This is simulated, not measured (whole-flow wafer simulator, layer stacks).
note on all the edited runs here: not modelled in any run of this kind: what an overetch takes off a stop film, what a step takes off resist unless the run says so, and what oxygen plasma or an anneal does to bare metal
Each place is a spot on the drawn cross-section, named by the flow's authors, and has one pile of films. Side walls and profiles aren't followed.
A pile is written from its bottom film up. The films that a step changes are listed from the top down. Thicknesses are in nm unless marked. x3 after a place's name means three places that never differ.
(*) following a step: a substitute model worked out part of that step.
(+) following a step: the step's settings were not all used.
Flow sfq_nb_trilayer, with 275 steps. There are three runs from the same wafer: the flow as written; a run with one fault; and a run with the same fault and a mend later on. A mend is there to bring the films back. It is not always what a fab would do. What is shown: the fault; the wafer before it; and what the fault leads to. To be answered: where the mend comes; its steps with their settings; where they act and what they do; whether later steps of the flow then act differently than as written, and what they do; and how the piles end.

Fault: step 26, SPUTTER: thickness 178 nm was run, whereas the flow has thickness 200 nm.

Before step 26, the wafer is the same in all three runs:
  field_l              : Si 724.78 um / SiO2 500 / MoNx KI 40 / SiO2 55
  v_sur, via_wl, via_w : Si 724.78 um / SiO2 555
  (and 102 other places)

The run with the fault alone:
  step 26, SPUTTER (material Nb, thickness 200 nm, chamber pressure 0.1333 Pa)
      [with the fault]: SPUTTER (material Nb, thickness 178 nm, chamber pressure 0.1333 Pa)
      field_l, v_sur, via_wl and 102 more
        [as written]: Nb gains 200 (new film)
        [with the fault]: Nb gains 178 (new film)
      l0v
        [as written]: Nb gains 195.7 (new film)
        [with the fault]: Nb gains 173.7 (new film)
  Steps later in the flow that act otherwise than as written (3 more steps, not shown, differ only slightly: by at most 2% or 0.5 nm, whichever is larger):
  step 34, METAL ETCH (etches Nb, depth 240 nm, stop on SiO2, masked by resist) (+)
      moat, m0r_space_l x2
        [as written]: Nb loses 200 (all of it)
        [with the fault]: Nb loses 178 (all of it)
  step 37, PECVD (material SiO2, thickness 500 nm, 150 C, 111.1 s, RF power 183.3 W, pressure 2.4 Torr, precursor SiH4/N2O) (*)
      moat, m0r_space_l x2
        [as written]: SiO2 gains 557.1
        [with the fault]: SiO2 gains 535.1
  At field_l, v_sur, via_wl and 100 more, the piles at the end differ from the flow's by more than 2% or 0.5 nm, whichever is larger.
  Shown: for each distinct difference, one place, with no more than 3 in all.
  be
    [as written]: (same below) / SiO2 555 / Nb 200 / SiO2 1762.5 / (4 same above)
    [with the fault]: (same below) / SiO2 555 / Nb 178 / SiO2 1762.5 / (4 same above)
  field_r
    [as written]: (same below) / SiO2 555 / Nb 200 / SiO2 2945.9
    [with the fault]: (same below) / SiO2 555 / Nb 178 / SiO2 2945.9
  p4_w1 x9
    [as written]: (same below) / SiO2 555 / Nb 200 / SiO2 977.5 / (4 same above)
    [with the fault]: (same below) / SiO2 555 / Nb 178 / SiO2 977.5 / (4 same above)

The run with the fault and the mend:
  After step 32 comes the mend.
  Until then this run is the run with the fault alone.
  step 32a, STRIP (over-ash 65%, gas O2, power 200 W) (*)
      p4_fl x3, p4_w1 x9, p4_g1 x2 and 57 more
        KrF resist loses 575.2 (all of it), anti-reflective coat loses 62 (all of it)
      jj_sur, ce_l, c5j and 6 more
        KrF resist loses 581.9 (all of it), anti-reflective coat loses 63.6 (all of it)
      l0r_line_l, l0r_line_c, l0r_line_r
        KrF resist loses 571.4 (all of it), anti-reflective coat loses 59 (all of it)
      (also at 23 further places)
  step 32b, SPUTTER (material Nb, thickness 22 nm, chamber pressure 0.1333 Pa) (the flow's step 26 again, with other settings)
      field_l, via_wl, via_w and 100 more
        Nb gains 22
      v_sur
        Nb gains 21.2
      lsp_r
        Nb gains 21.6
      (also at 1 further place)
  step 32c, COAT (anti-reflective coat, thickness 62 nm) (*) (the flow's step 27 again)
      p4_fl x3, p4_w1 x9, p4_g1 x2 and 59 more
        anti-reflective coat gains 62 (new film)
      gap, jj_sur, ce_l and 8 more
        anti-reflective coat gains 63.6 (new film)
      via_v, wire, ln_m5, lsp_m, ln_m6
        anti-reflective coat gains 63.8 (new film)
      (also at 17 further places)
  step 32d, COAT (KrF resist, thickness 600 nm) (*) (the flow's step 28 again)
      p4_fl x3, p4_w1 x9, p4_g1 x2 and 59 more
        KrF resist gains 600 (new film)
      jj_sur, ce_l, c5j, res, r_end
        KrF resist gains 606.7 (new film)
      ce_r, sp_r, be_r, r_sur
        KrF resist gains 606.6 (new film)
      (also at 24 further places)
  step 32e, SOFTBAKE (KrF resist) (the flow's step 29 again)
      does not change any film at any place that is followed
  step 32f, EXPOSE (photomask M0, dose 12.2 mJ/cm2, NA 0.6, wavelength 248 nm) (*) (the flow's step 30 again)
      does not change any film at any place that is followed
  step 32g, PEB (KrF resist, 90 s) (the flow's step 31 again)
      p4_fl x3, p4_w1 x9, p4_g1 x2 and 62 more
        KrF resist loses 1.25
      v_sur, via_wr, via_sp and 21 more
        KrF resist loses 1.27
      field_l, l0_sur
        KrF resist loses 1.23
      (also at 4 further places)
  step 32h, DEVELOP (KrF resist, thickness 600 nm, 60 s) (the flow's step 32 again)
      field_l, v_sur, via_wl and 100 more
        KrF resist loses 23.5
      m0r_space_l x2
        KrF resist loses 598.7 (all of it)
      moat
        KrF resist loses 605.5 (all of it)
  None of the later steps of the flow differs from how it acts as written, at any place that is followed, by more than 2% or 0.5 nm, whichever is larger.
  When the end is reached, the piles differ only a little from the flow's at the places that both follow, at most by 2% or 0.5 nm, whichever is larger.
